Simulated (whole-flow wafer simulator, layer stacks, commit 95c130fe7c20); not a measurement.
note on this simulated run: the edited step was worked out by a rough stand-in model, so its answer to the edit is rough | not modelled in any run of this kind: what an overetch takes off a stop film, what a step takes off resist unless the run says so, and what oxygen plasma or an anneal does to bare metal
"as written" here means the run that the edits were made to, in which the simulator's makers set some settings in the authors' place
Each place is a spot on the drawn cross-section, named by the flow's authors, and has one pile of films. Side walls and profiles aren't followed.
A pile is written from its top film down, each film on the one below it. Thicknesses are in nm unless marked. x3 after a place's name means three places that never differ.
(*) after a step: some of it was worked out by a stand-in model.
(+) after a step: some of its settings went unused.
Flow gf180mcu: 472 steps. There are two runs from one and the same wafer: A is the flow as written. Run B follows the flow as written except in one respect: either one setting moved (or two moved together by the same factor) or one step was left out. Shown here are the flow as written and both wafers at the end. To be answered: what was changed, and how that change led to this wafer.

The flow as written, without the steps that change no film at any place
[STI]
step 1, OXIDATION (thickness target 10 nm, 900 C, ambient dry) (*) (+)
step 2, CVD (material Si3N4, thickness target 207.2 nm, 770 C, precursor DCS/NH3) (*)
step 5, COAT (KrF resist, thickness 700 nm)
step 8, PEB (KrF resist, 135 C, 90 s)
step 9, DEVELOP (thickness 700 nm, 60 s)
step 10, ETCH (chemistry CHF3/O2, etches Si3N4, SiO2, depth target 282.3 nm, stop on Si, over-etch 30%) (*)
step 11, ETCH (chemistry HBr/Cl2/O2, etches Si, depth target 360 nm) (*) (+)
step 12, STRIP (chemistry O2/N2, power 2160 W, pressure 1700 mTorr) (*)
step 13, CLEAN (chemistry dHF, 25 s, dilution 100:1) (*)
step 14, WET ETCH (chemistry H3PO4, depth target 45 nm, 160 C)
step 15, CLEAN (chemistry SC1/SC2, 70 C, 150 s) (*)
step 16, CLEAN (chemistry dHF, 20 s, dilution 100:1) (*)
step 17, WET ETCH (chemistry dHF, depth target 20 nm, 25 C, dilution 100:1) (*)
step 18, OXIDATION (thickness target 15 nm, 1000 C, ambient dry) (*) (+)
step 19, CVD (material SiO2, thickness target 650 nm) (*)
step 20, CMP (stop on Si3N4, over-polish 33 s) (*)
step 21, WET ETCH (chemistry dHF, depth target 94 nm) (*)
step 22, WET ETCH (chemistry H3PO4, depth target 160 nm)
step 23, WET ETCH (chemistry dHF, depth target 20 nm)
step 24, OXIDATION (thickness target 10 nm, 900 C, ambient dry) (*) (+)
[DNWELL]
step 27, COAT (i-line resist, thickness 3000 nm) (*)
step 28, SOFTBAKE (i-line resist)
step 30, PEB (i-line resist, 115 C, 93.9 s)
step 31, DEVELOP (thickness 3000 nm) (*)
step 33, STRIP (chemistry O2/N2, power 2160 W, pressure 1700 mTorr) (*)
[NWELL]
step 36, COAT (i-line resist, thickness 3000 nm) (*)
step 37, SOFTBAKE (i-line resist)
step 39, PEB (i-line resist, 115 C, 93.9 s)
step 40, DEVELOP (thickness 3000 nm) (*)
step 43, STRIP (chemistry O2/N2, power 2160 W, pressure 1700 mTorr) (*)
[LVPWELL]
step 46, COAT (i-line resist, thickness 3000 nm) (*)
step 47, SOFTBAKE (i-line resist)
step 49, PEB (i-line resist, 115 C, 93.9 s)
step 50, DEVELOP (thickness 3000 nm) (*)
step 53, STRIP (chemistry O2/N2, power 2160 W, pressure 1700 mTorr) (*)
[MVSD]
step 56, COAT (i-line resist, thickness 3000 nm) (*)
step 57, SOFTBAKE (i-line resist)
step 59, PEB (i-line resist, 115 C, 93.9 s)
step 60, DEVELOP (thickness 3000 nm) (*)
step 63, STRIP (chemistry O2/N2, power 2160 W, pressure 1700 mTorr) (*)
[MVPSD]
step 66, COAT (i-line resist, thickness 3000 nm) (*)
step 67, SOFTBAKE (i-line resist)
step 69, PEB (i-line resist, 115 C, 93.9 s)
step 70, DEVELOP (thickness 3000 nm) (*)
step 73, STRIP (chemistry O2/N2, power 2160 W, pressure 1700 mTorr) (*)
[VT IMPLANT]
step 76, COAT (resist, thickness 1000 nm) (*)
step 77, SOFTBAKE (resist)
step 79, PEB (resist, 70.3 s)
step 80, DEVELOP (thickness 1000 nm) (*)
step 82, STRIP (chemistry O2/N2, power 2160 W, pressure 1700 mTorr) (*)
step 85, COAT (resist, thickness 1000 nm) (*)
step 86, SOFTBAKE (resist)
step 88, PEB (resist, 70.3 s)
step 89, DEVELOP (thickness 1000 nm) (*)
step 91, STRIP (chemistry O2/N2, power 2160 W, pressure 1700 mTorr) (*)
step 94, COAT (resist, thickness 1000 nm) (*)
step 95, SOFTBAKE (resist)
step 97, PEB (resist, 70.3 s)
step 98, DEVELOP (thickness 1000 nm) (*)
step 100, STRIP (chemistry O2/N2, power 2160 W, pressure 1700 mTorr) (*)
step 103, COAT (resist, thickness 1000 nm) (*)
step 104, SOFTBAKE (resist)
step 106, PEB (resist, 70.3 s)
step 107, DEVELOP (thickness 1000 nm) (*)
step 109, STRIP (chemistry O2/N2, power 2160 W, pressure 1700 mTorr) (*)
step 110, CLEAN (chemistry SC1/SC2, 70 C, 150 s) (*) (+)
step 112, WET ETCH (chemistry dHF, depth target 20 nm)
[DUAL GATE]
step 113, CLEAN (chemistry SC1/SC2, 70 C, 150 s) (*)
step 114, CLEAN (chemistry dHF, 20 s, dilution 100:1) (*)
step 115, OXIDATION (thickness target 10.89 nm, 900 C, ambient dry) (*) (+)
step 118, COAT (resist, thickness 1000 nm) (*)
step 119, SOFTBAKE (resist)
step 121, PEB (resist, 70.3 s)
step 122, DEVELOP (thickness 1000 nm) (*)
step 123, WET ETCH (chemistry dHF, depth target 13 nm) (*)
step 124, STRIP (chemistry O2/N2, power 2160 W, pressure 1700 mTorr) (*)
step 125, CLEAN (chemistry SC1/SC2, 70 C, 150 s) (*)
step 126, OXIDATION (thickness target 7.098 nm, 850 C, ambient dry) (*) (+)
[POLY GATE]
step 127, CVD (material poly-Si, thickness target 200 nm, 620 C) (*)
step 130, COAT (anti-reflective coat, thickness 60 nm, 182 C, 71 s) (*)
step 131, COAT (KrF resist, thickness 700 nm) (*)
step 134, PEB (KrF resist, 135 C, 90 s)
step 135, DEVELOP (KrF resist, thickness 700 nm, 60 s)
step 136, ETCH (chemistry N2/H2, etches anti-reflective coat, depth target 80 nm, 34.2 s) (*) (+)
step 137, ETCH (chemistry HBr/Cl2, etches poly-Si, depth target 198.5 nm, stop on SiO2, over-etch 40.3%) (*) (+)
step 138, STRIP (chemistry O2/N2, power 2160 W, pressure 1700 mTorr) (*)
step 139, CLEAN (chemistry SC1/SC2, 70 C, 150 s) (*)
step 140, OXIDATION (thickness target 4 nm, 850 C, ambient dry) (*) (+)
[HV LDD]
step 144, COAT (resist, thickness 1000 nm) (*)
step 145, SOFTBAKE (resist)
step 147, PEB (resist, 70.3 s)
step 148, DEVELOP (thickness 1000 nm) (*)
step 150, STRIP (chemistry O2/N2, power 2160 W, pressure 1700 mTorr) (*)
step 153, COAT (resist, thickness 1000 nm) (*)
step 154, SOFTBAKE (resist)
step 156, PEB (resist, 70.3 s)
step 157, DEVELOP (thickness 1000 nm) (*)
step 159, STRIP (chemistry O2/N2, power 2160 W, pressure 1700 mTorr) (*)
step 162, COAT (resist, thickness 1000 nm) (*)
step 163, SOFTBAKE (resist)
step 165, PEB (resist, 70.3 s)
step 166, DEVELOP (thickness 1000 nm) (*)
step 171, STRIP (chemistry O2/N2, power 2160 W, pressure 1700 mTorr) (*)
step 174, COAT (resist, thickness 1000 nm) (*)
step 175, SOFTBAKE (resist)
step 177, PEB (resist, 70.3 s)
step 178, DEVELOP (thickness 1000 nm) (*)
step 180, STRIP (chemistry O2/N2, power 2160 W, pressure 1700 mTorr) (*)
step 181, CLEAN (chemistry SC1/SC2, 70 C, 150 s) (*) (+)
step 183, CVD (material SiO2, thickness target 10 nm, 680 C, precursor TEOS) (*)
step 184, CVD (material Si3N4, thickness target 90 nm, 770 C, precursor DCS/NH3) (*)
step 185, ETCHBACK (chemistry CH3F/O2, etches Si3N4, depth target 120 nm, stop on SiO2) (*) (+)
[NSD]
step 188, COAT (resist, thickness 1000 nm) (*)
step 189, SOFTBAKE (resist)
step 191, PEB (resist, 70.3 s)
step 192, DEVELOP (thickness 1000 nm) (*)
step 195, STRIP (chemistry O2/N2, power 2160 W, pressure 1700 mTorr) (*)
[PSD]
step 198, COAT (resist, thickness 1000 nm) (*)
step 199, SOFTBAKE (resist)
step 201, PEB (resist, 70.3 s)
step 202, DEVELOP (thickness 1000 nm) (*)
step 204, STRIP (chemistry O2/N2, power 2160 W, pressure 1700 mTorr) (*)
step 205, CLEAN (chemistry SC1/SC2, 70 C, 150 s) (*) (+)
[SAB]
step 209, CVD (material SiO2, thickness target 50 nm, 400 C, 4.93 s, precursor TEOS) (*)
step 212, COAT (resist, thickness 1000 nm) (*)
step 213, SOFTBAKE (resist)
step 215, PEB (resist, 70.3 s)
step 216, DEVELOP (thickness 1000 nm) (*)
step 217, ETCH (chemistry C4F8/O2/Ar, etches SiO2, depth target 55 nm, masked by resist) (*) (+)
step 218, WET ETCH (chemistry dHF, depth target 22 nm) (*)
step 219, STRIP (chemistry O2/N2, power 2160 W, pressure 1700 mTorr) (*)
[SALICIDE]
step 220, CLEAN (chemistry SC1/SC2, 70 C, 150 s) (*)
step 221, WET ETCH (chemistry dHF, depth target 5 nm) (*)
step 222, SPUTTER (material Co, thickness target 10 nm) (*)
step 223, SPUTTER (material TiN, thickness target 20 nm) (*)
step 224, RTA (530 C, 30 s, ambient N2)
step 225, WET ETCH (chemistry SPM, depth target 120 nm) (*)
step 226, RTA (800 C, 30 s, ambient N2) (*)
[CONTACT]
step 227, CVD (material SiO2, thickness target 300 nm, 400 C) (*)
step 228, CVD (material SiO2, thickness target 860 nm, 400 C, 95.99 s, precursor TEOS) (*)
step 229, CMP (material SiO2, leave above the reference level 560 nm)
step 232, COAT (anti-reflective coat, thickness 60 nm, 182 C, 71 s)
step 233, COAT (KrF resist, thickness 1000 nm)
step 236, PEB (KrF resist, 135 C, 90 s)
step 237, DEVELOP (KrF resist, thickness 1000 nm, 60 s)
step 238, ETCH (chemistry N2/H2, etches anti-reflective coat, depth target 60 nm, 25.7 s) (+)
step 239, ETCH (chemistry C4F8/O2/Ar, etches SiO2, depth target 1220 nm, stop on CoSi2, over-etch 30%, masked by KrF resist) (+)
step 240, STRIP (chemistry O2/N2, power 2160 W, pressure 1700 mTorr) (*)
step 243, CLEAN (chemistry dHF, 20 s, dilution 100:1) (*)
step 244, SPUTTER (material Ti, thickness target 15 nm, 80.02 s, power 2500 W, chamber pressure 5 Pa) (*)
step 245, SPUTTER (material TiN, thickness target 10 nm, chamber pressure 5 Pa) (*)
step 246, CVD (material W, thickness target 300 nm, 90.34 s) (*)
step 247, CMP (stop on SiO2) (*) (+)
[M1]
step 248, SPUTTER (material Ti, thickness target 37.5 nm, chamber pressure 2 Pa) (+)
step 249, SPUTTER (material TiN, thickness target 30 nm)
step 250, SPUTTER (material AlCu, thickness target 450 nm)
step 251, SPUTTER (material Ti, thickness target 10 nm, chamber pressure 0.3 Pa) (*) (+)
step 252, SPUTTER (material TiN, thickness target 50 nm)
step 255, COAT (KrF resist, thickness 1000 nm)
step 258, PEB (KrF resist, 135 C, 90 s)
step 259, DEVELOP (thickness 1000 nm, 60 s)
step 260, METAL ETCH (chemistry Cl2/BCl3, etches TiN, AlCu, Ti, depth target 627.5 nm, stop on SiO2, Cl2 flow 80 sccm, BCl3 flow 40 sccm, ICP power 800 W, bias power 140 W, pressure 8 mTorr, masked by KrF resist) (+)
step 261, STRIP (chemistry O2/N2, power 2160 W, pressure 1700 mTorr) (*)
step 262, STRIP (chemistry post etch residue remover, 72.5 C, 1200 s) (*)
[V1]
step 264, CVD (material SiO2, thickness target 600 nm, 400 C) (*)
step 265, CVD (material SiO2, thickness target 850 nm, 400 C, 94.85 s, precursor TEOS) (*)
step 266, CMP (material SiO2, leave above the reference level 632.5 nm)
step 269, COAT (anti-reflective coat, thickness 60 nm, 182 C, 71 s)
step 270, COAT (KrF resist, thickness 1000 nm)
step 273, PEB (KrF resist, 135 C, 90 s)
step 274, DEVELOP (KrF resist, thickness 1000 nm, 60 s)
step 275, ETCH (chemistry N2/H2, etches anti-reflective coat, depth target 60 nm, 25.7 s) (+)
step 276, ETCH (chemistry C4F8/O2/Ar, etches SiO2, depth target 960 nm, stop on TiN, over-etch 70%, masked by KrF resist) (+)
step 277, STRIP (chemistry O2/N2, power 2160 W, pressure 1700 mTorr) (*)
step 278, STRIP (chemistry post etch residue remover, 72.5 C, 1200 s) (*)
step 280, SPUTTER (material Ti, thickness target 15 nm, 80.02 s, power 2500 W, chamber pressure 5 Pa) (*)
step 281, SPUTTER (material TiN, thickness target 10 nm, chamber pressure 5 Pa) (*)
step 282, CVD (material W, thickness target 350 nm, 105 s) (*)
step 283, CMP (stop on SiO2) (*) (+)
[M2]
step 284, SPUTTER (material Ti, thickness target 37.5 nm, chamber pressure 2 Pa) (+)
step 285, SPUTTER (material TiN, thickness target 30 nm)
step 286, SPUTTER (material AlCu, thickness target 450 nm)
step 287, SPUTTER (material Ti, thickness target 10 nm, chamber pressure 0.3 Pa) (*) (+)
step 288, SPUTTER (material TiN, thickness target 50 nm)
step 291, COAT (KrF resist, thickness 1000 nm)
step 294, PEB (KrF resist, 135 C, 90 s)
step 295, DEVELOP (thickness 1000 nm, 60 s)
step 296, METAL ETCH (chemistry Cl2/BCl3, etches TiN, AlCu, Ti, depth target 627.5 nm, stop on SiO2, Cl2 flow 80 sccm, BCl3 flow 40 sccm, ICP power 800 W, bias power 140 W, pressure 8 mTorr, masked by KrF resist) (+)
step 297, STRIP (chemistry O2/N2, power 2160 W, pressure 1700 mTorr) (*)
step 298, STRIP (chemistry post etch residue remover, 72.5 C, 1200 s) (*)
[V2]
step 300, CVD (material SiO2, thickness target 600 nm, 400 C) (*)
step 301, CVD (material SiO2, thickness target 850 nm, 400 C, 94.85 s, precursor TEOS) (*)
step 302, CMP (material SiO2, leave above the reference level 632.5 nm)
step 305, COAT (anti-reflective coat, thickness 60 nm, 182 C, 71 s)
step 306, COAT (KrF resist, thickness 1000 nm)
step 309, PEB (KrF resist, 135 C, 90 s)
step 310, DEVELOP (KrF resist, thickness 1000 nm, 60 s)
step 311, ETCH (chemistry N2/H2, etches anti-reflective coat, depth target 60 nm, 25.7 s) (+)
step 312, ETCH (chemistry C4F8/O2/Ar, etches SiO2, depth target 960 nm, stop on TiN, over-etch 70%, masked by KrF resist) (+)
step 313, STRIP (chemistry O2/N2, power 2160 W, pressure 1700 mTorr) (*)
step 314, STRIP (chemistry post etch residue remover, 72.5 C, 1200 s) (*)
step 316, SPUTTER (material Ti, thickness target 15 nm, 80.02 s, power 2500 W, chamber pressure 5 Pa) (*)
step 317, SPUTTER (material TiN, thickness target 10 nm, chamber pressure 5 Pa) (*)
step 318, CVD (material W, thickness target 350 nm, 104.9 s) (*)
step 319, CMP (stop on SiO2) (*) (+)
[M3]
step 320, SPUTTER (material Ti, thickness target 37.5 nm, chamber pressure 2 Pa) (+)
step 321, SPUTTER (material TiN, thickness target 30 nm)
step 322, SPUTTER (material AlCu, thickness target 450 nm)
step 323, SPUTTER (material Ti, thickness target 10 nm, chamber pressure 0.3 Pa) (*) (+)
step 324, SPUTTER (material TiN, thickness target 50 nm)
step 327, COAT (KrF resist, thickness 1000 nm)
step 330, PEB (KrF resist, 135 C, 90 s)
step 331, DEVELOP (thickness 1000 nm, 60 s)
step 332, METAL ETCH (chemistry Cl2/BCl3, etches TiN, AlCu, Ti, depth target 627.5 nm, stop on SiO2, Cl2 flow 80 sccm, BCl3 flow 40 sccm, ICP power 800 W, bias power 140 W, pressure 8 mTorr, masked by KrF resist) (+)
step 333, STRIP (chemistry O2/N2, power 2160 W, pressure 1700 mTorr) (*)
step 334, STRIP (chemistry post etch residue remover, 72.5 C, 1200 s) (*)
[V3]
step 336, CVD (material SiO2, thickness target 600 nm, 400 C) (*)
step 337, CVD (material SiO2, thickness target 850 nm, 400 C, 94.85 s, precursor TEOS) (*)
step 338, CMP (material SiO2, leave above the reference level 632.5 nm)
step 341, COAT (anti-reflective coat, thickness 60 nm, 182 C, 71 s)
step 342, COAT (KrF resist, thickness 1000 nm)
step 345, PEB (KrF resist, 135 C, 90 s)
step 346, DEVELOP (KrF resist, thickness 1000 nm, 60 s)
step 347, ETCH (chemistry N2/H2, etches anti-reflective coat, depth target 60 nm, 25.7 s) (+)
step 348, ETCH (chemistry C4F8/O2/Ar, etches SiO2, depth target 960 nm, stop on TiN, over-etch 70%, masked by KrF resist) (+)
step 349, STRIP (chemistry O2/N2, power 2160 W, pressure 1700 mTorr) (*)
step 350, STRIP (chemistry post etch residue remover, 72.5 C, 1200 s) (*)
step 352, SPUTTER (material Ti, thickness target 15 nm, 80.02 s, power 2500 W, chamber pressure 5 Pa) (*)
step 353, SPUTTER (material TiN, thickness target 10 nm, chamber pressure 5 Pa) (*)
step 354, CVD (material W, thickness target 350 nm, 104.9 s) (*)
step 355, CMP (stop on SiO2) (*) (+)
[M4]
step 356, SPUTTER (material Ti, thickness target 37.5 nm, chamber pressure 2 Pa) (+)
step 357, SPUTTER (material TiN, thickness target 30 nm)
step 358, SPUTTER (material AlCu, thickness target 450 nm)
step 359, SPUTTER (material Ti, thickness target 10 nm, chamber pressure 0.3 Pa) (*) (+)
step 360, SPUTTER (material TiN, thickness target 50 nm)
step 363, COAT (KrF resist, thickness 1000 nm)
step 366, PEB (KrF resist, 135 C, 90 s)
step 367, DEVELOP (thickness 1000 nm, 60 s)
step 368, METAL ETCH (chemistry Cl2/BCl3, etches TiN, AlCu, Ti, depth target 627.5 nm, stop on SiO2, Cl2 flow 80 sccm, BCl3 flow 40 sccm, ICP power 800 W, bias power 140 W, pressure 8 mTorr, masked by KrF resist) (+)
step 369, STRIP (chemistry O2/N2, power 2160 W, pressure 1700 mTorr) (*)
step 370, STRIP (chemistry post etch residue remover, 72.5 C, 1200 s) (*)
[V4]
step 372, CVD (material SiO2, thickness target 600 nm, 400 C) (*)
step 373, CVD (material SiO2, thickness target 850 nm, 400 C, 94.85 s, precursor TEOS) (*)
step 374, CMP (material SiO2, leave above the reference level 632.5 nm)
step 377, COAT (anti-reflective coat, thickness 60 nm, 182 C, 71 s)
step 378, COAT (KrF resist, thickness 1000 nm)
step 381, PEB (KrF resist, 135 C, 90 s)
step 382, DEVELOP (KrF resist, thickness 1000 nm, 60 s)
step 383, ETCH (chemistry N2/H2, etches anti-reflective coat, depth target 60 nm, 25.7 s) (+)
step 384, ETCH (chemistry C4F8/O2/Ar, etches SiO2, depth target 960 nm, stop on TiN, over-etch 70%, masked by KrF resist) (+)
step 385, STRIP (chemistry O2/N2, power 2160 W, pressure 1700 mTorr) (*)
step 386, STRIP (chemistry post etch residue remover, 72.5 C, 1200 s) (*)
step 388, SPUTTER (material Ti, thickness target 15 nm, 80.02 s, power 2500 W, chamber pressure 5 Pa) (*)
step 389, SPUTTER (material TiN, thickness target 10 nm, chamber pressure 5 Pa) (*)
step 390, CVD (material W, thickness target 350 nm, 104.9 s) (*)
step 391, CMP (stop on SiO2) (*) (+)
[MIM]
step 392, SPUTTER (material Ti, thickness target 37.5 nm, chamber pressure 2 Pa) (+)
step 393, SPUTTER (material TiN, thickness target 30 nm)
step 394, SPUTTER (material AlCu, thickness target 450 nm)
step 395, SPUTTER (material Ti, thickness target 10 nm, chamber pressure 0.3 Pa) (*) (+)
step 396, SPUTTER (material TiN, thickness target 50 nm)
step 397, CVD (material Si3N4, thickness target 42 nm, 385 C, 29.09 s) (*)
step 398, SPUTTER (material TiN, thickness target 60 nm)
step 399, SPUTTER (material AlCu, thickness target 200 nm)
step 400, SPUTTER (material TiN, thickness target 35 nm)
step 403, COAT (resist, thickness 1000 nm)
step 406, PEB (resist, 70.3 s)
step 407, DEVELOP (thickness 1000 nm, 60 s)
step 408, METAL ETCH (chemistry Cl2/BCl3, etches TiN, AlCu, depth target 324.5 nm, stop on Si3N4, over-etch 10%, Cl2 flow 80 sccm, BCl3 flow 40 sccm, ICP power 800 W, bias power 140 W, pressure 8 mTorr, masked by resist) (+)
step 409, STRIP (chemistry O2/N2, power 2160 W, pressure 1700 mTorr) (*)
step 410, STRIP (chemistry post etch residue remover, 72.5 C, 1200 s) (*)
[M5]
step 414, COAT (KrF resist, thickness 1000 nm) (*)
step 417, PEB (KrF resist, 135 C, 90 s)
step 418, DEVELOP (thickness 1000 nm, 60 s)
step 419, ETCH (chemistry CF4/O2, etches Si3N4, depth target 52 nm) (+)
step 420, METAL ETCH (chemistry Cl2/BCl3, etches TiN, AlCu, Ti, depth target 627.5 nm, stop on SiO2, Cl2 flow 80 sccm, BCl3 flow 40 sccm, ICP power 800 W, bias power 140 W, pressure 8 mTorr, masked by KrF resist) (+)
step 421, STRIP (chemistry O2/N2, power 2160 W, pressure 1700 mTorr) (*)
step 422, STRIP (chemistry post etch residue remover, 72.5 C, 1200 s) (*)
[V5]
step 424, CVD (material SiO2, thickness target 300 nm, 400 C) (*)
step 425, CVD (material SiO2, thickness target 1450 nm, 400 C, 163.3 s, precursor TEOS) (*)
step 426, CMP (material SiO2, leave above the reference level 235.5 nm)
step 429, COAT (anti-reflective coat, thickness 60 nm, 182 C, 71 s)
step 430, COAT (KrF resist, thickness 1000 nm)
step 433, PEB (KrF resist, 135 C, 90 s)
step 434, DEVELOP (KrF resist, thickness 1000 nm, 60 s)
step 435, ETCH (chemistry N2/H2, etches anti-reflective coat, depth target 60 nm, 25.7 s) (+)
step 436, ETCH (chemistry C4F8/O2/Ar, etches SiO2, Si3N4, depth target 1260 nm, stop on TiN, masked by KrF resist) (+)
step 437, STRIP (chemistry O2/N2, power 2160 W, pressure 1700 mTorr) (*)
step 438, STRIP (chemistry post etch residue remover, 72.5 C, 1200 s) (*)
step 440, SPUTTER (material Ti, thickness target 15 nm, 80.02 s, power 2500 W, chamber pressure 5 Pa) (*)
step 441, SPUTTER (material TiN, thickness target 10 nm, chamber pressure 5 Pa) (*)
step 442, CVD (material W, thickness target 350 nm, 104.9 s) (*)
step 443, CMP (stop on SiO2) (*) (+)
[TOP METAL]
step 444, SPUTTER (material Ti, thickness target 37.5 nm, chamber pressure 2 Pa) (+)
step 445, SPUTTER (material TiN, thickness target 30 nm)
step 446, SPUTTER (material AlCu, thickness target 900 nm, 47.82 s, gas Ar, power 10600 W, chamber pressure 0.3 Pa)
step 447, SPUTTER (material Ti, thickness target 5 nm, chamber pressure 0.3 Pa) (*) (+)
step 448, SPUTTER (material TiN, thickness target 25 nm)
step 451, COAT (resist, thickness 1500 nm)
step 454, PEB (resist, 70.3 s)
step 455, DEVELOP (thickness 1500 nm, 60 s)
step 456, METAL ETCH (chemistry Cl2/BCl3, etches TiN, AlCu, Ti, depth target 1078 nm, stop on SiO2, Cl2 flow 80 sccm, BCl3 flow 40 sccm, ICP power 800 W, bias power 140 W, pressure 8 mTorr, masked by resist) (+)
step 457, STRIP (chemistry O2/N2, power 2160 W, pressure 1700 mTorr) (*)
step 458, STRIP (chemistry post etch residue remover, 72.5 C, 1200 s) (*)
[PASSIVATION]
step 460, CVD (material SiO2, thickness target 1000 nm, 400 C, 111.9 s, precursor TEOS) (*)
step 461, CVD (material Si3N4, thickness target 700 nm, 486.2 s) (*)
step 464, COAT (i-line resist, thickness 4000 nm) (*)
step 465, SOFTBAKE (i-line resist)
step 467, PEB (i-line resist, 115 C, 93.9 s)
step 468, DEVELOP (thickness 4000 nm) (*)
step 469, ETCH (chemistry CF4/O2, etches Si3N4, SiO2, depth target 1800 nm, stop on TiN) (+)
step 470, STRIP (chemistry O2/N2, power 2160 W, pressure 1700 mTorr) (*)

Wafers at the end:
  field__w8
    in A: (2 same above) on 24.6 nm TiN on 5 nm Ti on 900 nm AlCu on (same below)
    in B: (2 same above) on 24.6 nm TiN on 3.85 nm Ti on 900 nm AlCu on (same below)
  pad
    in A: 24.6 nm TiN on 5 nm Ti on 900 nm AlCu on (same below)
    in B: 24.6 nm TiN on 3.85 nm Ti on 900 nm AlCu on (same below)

What caused this: step 447, SPUTTER: thickness target 3.85 nm was run, whereas the flow has thickness target 5 nm.
The wafer itself shows it: field__w8 has Ti 3.85, and step 447 as written asks for 5 nm.

How this came from the change, step by step:
  step 447, SPUTTER (material Ti, thickness target 5 nm, chamber pressure 0.3 Pa) (*) (+)
      field, field__w1, field__w2 and 109 more: A +5 Ti (new film) | B +3.85 Ti (new film)
  step 456, METAL ETCH (chemistry Cl2/BCl3, etches TiN, AlCu, Ti, depth target 1078 nm, stop on SiO2, Cl2 flow 80 sccm, BCl3 flow 40 sccm, ICP power 800 W, bias power 140 W, pressure 8 mTorr, masked by resist) (+)
      field, field__w1, field__w2 and 103 more: A -25 TiN (all of it), -5 Ti (all of it), -900 AlCu (all of it), -30 TiN (all of it), -37.5 Ti (all of it) | B -25 TiN (all of it), -3.85 Ti (all of it), -900 AlCu (all of it), -30 TiN (all of it), -37.5 Ti (all of it)
